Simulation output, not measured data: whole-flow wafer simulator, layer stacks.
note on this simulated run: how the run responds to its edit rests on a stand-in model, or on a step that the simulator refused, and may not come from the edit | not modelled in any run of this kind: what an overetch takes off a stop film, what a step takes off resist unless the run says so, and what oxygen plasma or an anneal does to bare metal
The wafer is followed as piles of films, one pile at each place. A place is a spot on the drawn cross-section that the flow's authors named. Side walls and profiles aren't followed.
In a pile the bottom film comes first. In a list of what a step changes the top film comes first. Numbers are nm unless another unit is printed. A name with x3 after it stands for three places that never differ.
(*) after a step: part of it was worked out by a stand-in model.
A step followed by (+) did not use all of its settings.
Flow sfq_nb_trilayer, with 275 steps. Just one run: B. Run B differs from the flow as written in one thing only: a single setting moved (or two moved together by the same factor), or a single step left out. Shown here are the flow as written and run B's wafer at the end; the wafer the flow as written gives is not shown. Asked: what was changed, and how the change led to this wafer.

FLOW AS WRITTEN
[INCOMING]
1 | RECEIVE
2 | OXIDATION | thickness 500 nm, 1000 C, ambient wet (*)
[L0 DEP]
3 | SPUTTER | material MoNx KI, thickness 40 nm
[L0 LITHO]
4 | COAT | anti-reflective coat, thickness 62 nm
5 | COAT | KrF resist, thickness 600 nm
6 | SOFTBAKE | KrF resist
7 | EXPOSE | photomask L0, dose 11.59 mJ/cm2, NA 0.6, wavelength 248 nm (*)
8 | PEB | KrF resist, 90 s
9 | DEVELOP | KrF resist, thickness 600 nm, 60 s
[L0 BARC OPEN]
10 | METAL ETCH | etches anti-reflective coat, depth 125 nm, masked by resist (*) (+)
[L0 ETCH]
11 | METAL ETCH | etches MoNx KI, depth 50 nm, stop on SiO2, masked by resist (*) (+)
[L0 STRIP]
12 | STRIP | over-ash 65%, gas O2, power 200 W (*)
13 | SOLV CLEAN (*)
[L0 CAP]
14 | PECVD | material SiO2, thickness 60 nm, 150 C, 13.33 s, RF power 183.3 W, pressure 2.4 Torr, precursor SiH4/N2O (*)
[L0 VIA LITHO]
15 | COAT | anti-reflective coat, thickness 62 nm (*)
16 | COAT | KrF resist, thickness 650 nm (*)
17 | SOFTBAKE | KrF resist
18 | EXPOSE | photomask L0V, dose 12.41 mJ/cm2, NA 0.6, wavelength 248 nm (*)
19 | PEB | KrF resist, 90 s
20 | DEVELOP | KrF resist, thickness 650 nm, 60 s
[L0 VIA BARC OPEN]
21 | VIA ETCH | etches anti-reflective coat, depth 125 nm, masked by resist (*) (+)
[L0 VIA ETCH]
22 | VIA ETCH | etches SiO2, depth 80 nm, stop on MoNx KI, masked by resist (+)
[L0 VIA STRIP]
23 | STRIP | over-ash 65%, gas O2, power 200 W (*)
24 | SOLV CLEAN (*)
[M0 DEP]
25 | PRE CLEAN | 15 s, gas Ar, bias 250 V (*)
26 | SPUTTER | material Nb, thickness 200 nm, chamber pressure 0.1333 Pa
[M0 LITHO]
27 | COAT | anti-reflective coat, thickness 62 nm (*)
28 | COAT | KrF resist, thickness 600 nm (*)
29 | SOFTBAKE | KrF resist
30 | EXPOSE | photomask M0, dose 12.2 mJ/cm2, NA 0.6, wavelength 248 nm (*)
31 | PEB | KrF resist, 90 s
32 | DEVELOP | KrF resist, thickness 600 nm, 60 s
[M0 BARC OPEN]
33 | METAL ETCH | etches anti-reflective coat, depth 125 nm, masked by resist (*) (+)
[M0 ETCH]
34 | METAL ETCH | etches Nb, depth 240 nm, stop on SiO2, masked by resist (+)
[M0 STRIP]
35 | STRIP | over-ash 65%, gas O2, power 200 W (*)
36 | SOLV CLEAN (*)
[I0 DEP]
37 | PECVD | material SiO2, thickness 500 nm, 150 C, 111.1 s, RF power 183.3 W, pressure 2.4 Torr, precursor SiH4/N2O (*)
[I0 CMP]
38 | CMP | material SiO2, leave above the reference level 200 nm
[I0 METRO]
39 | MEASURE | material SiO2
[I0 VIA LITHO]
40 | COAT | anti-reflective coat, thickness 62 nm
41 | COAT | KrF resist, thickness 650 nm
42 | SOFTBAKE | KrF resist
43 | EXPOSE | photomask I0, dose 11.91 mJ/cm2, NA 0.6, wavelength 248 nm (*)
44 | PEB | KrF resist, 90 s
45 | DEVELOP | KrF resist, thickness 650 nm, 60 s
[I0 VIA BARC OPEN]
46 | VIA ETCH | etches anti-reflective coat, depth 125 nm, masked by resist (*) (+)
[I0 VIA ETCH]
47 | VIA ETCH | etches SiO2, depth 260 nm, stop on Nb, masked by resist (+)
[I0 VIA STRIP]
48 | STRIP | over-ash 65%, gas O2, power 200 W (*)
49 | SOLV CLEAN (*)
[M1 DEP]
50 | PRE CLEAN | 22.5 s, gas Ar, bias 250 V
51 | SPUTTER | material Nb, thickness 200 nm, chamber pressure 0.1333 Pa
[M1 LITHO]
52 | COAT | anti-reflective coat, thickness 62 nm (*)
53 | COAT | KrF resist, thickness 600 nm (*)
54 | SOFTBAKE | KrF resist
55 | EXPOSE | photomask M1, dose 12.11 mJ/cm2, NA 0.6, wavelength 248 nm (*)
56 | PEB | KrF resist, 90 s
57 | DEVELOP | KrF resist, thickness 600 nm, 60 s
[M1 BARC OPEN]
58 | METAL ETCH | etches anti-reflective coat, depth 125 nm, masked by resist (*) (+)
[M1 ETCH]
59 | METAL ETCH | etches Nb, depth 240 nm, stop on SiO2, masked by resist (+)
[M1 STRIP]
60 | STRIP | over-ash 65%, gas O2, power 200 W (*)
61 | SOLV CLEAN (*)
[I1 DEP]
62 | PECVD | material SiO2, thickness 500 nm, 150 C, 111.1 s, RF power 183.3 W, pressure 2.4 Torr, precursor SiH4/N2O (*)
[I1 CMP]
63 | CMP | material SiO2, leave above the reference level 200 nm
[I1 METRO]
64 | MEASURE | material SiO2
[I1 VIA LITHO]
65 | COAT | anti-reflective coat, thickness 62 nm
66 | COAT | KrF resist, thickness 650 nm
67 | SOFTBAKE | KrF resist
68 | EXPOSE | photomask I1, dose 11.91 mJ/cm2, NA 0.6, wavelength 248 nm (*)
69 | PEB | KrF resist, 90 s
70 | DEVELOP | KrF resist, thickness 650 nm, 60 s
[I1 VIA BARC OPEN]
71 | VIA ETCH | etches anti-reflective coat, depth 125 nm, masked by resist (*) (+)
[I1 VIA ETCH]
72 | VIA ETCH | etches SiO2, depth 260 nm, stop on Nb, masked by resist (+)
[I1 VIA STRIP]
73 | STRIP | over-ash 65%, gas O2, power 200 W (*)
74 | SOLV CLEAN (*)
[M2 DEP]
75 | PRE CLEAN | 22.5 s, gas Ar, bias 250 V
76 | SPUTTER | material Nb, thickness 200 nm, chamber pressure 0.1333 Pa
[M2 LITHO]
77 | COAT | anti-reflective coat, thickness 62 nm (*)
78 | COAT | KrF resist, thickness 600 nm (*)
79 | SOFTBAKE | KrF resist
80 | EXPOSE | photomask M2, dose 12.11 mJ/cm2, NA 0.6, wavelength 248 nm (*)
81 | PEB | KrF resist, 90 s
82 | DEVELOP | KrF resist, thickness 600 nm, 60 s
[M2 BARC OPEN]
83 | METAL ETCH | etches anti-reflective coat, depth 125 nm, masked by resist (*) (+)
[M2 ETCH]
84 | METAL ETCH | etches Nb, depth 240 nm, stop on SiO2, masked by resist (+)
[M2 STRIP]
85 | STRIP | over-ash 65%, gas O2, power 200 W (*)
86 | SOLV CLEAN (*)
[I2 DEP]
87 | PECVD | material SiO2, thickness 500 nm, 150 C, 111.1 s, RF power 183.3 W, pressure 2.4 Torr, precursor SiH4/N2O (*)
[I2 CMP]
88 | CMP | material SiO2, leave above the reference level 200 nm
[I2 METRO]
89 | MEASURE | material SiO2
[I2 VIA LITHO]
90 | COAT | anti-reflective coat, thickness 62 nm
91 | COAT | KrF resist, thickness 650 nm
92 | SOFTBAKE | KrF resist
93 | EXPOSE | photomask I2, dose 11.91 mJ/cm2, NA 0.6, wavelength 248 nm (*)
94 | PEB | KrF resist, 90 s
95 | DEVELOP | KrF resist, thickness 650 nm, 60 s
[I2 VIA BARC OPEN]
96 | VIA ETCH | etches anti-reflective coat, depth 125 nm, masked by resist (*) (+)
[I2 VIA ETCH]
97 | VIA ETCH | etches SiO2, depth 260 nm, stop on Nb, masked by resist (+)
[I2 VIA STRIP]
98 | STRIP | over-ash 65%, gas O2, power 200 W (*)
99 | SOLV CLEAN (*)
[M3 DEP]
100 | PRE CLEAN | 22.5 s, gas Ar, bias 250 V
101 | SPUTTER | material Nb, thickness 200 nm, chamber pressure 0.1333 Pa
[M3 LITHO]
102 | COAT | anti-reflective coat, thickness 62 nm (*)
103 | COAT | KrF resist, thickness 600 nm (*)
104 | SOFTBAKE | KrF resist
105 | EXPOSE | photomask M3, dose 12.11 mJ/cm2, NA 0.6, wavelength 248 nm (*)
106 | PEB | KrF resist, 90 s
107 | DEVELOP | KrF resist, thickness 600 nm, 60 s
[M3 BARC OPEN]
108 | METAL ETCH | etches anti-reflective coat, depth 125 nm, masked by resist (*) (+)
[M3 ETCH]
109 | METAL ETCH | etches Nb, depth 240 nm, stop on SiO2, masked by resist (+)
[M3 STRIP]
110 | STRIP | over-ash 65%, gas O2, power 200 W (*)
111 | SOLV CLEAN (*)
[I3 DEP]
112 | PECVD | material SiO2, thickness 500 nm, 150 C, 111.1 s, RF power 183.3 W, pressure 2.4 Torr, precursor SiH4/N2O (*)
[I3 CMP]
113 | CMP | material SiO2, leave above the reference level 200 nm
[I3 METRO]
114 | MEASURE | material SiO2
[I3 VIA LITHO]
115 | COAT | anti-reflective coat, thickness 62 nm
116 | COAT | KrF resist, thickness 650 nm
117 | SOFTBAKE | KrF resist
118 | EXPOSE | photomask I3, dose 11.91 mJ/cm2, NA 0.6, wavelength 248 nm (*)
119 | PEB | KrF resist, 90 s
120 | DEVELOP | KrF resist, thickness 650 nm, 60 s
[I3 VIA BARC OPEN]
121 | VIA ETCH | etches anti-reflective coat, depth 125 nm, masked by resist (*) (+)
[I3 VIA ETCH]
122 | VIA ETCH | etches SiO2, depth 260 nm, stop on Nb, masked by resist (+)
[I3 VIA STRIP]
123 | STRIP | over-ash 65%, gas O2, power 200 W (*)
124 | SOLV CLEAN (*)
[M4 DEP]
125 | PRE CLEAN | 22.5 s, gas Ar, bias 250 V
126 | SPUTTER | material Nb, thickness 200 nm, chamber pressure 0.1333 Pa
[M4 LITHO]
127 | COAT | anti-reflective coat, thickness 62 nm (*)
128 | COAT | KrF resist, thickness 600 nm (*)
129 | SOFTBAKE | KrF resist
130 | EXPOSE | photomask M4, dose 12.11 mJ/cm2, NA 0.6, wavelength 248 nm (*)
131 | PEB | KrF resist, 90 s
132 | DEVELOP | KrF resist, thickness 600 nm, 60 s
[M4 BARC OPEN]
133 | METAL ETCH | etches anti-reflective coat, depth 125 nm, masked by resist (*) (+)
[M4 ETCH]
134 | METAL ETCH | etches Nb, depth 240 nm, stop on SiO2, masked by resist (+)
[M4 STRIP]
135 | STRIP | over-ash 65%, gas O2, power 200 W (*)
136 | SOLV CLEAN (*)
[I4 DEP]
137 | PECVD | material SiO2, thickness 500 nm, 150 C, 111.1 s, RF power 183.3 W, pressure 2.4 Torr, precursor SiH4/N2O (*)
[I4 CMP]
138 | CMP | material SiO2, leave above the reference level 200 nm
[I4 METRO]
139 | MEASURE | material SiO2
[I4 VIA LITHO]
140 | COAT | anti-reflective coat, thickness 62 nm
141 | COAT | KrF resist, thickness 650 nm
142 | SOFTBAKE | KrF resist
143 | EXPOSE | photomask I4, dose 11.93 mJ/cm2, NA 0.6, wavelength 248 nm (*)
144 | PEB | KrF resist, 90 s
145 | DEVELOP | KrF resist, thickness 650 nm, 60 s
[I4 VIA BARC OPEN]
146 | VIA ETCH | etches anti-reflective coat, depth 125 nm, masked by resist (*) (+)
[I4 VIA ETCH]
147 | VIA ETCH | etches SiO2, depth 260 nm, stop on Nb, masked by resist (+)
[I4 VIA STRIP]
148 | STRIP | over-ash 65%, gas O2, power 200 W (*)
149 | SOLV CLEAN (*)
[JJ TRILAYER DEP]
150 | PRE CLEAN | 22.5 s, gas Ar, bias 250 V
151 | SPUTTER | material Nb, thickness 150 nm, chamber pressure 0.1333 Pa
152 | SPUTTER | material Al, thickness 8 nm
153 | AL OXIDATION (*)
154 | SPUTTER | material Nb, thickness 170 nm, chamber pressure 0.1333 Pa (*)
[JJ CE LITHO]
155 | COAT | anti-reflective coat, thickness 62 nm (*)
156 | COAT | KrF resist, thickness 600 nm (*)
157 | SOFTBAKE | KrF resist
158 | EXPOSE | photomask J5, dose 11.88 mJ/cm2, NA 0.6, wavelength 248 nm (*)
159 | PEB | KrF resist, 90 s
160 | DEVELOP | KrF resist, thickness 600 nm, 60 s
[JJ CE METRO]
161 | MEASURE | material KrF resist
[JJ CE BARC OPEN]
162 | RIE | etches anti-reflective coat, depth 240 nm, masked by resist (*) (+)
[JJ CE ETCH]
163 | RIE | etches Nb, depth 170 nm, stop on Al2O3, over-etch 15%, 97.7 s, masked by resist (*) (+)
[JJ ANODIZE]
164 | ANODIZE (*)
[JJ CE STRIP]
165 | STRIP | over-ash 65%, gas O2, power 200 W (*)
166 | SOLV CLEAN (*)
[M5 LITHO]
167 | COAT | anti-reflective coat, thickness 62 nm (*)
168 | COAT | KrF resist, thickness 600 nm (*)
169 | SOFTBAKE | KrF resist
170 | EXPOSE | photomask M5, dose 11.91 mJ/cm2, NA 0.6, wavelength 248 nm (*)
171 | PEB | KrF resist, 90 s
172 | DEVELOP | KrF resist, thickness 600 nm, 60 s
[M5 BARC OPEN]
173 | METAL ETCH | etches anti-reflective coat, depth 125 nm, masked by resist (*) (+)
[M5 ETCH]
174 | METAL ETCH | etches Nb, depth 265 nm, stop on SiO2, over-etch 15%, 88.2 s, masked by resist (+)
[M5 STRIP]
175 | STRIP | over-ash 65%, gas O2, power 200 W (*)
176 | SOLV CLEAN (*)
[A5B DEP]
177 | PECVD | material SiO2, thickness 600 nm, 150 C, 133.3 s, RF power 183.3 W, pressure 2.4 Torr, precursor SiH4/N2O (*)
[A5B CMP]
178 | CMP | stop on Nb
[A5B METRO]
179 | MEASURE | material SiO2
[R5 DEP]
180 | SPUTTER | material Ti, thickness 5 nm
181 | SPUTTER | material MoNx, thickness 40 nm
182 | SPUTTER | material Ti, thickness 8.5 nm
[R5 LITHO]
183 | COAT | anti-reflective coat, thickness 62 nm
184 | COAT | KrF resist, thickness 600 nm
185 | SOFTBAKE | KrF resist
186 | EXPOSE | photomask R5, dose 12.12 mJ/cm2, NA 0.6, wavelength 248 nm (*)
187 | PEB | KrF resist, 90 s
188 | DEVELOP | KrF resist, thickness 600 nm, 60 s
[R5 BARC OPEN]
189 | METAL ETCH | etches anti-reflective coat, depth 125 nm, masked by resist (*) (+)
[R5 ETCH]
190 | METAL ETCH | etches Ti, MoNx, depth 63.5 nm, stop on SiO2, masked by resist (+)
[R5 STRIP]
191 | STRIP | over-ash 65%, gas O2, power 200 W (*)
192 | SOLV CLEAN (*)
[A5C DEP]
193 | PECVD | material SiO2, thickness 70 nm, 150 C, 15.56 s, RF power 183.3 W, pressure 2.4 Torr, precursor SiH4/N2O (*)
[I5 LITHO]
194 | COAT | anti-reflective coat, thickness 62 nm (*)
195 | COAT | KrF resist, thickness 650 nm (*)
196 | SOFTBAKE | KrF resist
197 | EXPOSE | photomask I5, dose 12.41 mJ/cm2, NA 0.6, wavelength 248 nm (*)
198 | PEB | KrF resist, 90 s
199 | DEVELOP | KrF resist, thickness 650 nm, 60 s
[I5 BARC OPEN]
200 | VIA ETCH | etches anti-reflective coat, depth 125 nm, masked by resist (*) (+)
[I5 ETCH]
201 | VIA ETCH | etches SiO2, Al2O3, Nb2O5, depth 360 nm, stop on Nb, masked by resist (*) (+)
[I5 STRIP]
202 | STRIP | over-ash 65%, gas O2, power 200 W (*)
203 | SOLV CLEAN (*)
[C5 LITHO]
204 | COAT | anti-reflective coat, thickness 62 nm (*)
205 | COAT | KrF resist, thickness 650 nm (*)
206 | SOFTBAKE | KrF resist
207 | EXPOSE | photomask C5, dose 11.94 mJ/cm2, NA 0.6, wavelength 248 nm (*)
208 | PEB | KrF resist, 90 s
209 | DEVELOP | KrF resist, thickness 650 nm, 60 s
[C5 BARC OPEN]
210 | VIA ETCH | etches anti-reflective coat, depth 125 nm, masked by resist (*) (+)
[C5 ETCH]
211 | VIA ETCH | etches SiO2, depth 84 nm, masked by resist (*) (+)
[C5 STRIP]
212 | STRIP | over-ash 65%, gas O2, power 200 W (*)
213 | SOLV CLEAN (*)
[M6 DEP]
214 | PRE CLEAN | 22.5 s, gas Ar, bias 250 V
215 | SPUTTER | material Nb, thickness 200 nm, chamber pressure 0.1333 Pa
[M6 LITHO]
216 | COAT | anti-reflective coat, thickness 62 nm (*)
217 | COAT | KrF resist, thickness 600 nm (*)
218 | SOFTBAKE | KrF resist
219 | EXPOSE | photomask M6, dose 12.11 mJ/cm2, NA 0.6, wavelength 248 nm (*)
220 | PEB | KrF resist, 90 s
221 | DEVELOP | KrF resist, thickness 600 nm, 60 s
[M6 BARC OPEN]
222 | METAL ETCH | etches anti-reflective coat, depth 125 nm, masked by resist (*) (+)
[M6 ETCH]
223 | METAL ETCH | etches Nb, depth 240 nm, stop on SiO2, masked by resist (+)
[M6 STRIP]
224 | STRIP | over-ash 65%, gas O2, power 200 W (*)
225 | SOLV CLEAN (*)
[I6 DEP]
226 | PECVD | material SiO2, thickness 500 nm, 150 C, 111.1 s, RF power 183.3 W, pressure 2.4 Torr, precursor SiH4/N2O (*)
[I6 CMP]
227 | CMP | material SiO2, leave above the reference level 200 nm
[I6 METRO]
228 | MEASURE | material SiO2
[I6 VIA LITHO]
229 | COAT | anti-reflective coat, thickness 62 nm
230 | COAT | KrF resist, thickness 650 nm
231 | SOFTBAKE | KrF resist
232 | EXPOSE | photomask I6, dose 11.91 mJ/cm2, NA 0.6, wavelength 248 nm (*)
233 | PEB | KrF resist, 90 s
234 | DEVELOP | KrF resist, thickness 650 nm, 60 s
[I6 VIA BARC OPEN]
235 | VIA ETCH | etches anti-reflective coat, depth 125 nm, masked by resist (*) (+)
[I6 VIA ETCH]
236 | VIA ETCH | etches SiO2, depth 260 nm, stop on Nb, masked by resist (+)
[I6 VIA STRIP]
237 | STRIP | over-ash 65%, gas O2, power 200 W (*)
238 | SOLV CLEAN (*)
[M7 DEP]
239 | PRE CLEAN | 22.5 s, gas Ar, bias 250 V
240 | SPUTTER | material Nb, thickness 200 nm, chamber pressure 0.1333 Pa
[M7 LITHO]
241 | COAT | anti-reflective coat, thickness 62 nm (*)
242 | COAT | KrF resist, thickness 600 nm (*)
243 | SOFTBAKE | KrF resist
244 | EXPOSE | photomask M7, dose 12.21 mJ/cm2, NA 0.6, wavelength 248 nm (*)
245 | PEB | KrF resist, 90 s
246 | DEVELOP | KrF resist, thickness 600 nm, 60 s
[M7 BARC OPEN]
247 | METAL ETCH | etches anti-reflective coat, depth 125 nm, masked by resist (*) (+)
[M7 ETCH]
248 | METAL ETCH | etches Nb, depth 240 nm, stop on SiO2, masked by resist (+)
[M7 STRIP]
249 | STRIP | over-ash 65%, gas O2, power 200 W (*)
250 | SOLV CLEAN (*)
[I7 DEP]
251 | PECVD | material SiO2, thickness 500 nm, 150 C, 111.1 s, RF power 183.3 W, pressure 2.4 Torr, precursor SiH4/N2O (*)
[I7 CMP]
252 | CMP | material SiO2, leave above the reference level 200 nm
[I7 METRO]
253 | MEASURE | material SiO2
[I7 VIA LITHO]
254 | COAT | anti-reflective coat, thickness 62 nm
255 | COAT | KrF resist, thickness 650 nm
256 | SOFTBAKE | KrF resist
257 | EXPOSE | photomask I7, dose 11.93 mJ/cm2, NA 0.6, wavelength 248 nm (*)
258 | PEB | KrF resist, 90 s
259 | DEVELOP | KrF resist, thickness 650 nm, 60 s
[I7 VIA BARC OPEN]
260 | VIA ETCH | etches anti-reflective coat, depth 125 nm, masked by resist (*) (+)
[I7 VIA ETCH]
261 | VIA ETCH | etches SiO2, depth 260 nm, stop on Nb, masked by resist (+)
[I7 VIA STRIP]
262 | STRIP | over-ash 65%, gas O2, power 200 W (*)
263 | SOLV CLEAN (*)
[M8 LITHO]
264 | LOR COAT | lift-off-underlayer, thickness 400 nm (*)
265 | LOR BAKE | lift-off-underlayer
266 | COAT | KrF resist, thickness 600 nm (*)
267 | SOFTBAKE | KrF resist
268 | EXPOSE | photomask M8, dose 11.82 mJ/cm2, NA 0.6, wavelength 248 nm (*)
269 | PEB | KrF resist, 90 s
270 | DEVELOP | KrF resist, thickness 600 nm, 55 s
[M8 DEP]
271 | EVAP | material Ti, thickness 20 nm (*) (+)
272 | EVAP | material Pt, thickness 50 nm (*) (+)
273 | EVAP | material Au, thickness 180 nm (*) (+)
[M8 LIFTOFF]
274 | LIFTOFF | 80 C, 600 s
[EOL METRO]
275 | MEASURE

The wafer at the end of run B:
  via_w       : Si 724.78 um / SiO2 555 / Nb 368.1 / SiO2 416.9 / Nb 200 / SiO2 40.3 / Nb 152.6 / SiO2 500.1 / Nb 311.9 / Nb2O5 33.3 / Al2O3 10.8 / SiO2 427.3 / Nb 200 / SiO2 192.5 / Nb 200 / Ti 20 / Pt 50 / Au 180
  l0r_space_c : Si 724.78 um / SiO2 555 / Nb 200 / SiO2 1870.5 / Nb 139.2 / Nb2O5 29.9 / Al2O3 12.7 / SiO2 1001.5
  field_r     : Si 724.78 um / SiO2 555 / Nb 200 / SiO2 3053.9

The reason: step 88, CMP: leave above the reference level 308 nm was run, whereas the flow has leave above the reference level 200 nm.

The path from the change to this, step by step:
  88 | CMP | material SiO2, leave above the reference level 200 nm
      field_l, be, be_sur and 81 more: nothing (it would be, as written: -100 SiO2)
      v_sur, via_wl, via_w and 18 more: -192 SiO2 (it would be, as written: -300 SiO2)
      (and at 1 other place as well)
  90 | COAT | anti-reflective coat, thickness 62 nm
      wl_d_sl, wl_d_sr, wl_f_sl: +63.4 anti-reflective coat (new film) (it would be, as written: +62 anti-reflective coat (new film))
      m5r_linepad_l, m5r_linepad_r: +65.4 anti-reflective coat (new film) (it would be, as written: +62 anti-reflective coat (new film))
      (and at 7 other places as well)
  97 | VIA ETCH | etches SiO2, depth 260 nm, stop on Nb, masked by resist (+)
      via_w: -260 SiO2 (it would be, as written: -199.8 SiO2 (all of it))
  98 | STRIP | over-ash 65%, gas O2, power 200 W (*)
      m5r_linepad_l, m5r_linepad_r: -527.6 KrF resist (all of it), -65.4 anti-reflective coat (all of it) (it would be, as written: -528.6 KrF resist (all of it), -62 anti-reflective coat (all of it))
      r5r_spacepad_l, r5r_spacepad_r: -527.9 KrF resist (all of it), -65.5 anti-reflective coat (all of it) (it would be, as written: -528.6 KrF resist (all of it), -62 anti-reflective coat (all of it))
      (and at 8 other places as well)
  100 | PRE CLEAN | 22.5 s, gas Ar, bias 250 V
      via_w: -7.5 SiO2 (it would be, as written: -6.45 Nb)
  101 | SPUTTER | material Nb, thickness 200 nm, chamber pressure 0.1333 Pa
      via_w: +152.6 Nb (new film) (it would be, as written: +165.5 Nb)
  102 | COAT | anti-reflective coat, thickness 62 nm (*)
      wl_d_sl, wl_d_sr, r5r_line_l: +63.4 anti-reflective coat (new film) (it would be, as written: +62 anti-reflective coat (new film))
      m5r_linepad_l, m5r_linepad_r: +65 anti-reflective coat (new film) (it would be, as written: +62 anti-reflective coat (new film))
      (and at 12 other places as well)
  103 | COAT | KrF resist, thickness 600 nm (*)
      via_w: +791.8 KrF resist (new film) (it would be, as written: +737.9 KrF resist (new film))
  108 | METAL ETCH | etches anti-reflective coat, depth 125 nm, masked by resist (*) (+)
      wl_d_sl, wl_d_sr, r5r_line_l: -63.4 anti-reflective coat (all of it) (it would be, as written: -62 anti-reflective coat (all of it))
      m5r_linepad_l, m5r_linepad_r: -65 anti-reflective coat (all of it) (it would be, as written: -62 anti-reflective coat (all of it))
      (and at 5 other places as well)
  110 | STRIP | over-ash 65%, gas O2, power 200 W (*)
      v_sur: -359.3 KrF resist (all of it), -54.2 anti-reflective coat (all of it) (it would be, as written: -365.3 KrF resist (all of it), -61.1 anti-reflective coat (all of it))
      via_wl: -380 KrF resist (all of it), -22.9 anti-reflective coat (all of it) (it would be, as written: -384.2 KrF resist (all of it), -34.2 anti-reflective coat (all of it))
      (and at 5 other places as well)
  112 | PECVD | material SiO2, thickness 500 nm, 150 C, 111.1 s, RF power 183.3 W, pressure 2.4 Torr, precursor SiH4/N2O (*)
      via_w: +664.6 SiO2 (new film) (it would be, as written: +615 SiO2 (new film))
  113 | CMP | material SiO2, leave above the reference level 200 nm
      field_l, be, be_sur and 64 more: -92 SiO2 (it would be, as written: -100 SiO2)
      p4_w1, p4_w2, p4_w3 and 6 more: -292 SiO2 (it would be, as written: -300 SiO2)
      (and at 9 other places as well)
If metal films that touch count as one body, via_w has 6 bodies (between them, from the top down: SiO2 192.5; SiO2 427.3 / Al2O3 10.8 / Nb2O5 33.3; SiO2 500.1; SiO2 40.3; SiO2 416.9); the flow as written gives 5 bodies (between them, from the top down: SiO2 192.5; SiO2 427.3 / Al2O3 10.8 / Nb2O5 33.3; SiO2 425.9; SiO2 416.9).
